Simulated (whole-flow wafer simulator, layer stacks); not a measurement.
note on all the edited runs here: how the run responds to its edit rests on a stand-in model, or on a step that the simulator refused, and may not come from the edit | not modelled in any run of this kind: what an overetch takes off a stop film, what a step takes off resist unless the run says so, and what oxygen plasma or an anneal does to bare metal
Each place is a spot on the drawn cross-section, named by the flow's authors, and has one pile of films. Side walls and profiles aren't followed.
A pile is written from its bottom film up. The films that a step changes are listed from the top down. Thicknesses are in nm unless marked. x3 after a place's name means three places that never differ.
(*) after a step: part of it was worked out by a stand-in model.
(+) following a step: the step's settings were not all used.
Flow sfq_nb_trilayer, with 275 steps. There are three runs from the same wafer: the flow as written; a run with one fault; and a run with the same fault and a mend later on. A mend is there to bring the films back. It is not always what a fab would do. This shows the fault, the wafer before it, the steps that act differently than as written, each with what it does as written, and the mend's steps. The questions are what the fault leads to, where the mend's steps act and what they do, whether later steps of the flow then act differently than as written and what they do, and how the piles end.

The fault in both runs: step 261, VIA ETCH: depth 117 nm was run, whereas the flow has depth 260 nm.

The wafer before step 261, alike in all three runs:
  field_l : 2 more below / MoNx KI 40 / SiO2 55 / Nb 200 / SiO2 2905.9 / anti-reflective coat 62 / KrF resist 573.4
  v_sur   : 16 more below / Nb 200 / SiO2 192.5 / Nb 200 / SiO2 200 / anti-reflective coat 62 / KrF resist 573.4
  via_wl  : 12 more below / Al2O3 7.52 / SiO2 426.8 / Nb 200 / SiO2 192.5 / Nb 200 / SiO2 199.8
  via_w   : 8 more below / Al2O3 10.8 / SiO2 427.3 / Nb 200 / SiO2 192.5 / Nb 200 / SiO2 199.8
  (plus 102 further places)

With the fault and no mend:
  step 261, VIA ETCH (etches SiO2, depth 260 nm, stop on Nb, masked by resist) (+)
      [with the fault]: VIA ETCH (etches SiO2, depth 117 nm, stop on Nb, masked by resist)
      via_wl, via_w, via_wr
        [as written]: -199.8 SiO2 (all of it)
        [with the fault]: -117 SiO2
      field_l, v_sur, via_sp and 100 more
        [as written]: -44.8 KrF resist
        [with the fault]: -20.2 KrF resist
  Steps later in the flow that act otherwise than as written (2 other steps are not shown; they differ only slightly, by no more than 2% or 0.5 nm, whichever is larger):
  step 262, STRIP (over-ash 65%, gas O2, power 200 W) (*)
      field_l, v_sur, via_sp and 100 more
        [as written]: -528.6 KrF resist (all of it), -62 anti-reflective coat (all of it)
        [with the fault]: -553.3 KrF resist (all of it), -62 anti-reflective coat (all of it)
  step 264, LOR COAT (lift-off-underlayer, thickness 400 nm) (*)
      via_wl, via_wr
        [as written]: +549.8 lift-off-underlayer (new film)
        [with the fault]: +487.7 lift-off-underlayer (new film)
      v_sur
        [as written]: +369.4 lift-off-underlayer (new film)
        [with the fault]: +382.1 lift-off-underlayer (new film)
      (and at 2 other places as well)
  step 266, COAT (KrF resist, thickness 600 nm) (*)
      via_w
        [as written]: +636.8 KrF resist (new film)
        [with the fault]: +621.5 KrF resist (new film)
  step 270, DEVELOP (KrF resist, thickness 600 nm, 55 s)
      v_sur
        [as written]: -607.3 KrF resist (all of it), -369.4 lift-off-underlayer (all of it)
        [with the fault]: -603.8 KrF resist (all of it), -382.1 lift-off-underlayer (all of it)
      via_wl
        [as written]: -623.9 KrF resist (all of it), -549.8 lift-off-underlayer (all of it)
        [with the fault]: -613.5 KrF resist (all of it), -487.7 lift-off-underlayer (all of it)
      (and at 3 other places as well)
  At via_wl, via_w, via_wr, the piles at the end differ from the flow's by more than 2% or 0.5 nm, whichever is larger.
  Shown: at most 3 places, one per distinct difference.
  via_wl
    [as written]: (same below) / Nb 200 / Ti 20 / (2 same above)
    [with the fault]: (same below) / Nb 200 / SiO2 82.8 / Ti 20 / (2 same above)

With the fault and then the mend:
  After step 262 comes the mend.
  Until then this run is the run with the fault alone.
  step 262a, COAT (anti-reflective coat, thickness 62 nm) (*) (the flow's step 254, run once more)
      p4_fl x3, p4_w1 x9, p4_g1 x2 and 63 more
        +62 anti-reflective coat (new film)
      r_sur, res, r_end and 9 more
        +61.8 anti-reflective coat (new film)
      jj_sur, ce_l, c5j, ce_r, sp_r, be_r
        +61.7 anti-reflective coat (new film)
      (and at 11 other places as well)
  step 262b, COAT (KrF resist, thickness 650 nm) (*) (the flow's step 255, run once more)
      p4_fl x3, p4_w1 x9, p4_g1 x2 and 63 more
        +650 KrF resist (new film)
      r_sur, res, r_end, moat, field_r, l0v
        +649.5 KrF resist (new film)
      lsp_l, ln_m5, lsp_m, ln_m6, lsp_r, l0_sur
        +649.6 KrF resist (new film)
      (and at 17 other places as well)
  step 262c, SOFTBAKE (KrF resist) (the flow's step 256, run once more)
      does not change any film at any place that is followed
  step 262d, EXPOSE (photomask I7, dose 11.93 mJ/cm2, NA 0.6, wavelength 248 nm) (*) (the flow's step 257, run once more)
      does not change any film at any place that is followed
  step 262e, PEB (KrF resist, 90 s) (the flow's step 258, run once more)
      v_sur, gap, jj_sur and 94 more
        -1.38 KrF resist
      via_sp, via_v, wire, be, be_sur
        -1.37 KrF resist
      via_wl, via_wr
        -1.49 KrF resist
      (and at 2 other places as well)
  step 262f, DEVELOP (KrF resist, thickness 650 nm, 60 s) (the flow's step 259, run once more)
      field_l, v_sur, via_sp and 100 more
        -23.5 KrF resist
      via_wl
        -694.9 KrF resist (all of it)
      via_w
        -724.5 KrF resist (all of it)
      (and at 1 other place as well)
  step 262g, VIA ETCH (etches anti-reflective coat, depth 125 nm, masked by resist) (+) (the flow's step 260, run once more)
      field_l, v_sur, via_sp and 100 more
        -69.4 KrF resist
      via_wl, via_wr
        -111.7 anti-reflective coat (all of it)
      via_w
        -78.5 anti-reflective coat (all of it), -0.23 SiO2
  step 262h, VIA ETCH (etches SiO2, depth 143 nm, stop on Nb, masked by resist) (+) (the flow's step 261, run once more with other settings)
      field_l, v_sur, via_sp and 100 more
        -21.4 KrF resist
      via_wl, via_wr
        -82.8 SiO2 (all of it)
      via_w
        -82.6 SiO2 (all of it)
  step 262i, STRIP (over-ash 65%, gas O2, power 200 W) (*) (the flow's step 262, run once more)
      p4_fl x3, p4_w1 x9, p4_g1 x2 and 63 more
        -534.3 KrF resist (all of it), -62 anti-reflective coat (all of it)
      r_end, moat, field_r and 6 more
        -533.8 KrF resist (all of it), -61.8 anti-reflective coat (all of it)
      jj_sur, ce_l, c5j
        -533.5 KrF resist (all of it), -61.7 anti-reflective coat (all of it)
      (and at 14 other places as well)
  Every later step of the flow that is run acts as written at every place that is followed.
  At every place that both follow, the piles at the end match the flow's.
